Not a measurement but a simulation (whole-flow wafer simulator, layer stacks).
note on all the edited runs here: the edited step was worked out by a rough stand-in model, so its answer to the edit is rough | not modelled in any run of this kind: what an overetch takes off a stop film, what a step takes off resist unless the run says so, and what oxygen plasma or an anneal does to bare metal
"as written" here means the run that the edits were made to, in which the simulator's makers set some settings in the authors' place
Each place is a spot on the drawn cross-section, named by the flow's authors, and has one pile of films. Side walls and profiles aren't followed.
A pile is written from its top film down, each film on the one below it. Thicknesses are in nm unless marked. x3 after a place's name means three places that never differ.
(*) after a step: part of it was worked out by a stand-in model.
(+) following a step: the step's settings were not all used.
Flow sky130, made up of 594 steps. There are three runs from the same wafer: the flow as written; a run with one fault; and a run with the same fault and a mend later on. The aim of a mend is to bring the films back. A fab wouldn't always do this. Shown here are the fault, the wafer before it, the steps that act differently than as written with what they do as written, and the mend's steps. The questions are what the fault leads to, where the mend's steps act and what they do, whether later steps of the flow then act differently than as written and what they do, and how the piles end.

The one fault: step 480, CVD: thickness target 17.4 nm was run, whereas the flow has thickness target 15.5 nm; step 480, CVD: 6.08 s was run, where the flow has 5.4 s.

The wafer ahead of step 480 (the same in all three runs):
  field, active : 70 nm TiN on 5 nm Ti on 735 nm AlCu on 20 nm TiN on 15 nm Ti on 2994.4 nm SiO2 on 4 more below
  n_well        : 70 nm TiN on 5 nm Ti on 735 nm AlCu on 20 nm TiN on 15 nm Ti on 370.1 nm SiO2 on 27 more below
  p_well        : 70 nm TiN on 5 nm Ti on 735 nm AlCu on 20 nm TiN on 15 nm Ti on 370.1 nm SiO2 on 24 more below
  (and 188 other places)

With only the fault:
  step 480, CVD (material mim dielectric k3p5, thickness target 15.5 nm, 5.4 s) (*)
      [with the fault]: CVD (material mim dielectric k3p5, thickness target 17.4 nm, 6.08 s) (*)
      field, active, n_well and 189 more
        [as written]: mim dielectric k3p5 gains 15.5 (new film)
        [with the fault]: mim dielectric k3p5 gains 17.4 (new film)
  Later steps of the flow acting differently than as written (4 more steps, not shown, differ only slightly: by at most 2% or 0.5 nm, whichever is larger):
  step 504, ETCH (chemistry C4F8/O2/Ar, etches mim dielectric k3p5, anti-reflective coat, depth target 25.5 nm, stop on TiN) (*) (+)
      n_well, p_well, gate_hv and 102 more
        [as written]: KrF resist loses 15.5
        [with the fault]: KrF resist loses 17
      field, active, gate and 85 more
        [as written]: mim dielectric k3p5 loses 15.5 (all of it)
        [with the fault]: mim dielectric k3p5 loses 17.4 (all of it)
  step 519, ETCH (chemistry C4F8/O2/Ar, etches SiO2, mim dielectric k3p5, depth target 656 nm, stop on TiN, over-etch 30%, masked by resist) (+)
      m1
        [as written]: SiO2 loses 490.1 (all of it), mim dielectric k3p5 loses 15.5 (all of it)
        [with the fault]: SiO2 loses 488.2 (all of it), mim dielectric k3p5 loses 17.4 (all of it)
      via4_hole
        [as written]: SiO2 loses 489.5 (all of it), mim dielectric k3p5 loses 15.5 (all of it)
        [with the fault]: SiO2 loses 487.6 (all of it), mim dielectric k3p5 loses 17.4 (all of it)
  At n_well, p_well, gate_hv and 100 more, the piles at the end differ from the flow's by more than 2% or 0.5 nm, whichever is larger.
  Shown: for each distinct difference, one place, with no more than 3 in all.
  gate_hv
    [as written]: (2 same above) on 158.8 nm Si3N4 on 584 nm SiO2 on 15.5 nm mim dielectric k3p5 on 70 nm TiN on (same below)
    [with the fault]: (2 same above) on 158.8 nm Si3N4 on 582.1 nm SiO2 on 17.4 nm mim dielectric k3p5 on 70 nm TiN on (same below)
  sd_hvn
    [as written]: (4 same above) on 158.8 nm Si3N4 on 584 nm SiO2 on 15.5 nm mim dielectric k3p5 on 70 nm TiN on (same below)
    [with the fault]: (4 same above) on 158.8 nm Si3N4 on 582.1 nm SiO2 on 17.4 nm mim dielectric k3p5 on 70 nm TiN on (same below)
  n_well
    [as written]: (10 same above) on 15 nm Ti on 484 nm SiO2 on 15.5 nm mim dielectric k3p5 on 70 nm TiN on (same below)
    [with the fault]: (10 same above) on 15 nm Ti on 482.1 nm SiO2 on 17.4 nm mim dielectric k3p5 on 70 nm TiN on (same below)

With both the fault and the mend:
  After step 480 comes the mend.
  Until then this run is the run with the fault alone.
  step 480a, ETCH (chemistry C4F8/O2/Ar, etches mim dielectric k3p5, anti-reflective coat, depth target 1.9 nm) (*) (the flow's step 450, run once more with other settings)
      field, active, n_well and 189 more
        mim dielectric k3p5 loses 1.9
  Every later step of the flow that is run acts as written at every place that is followed.
  At every place that both follow, the piles at the end match the flow's.
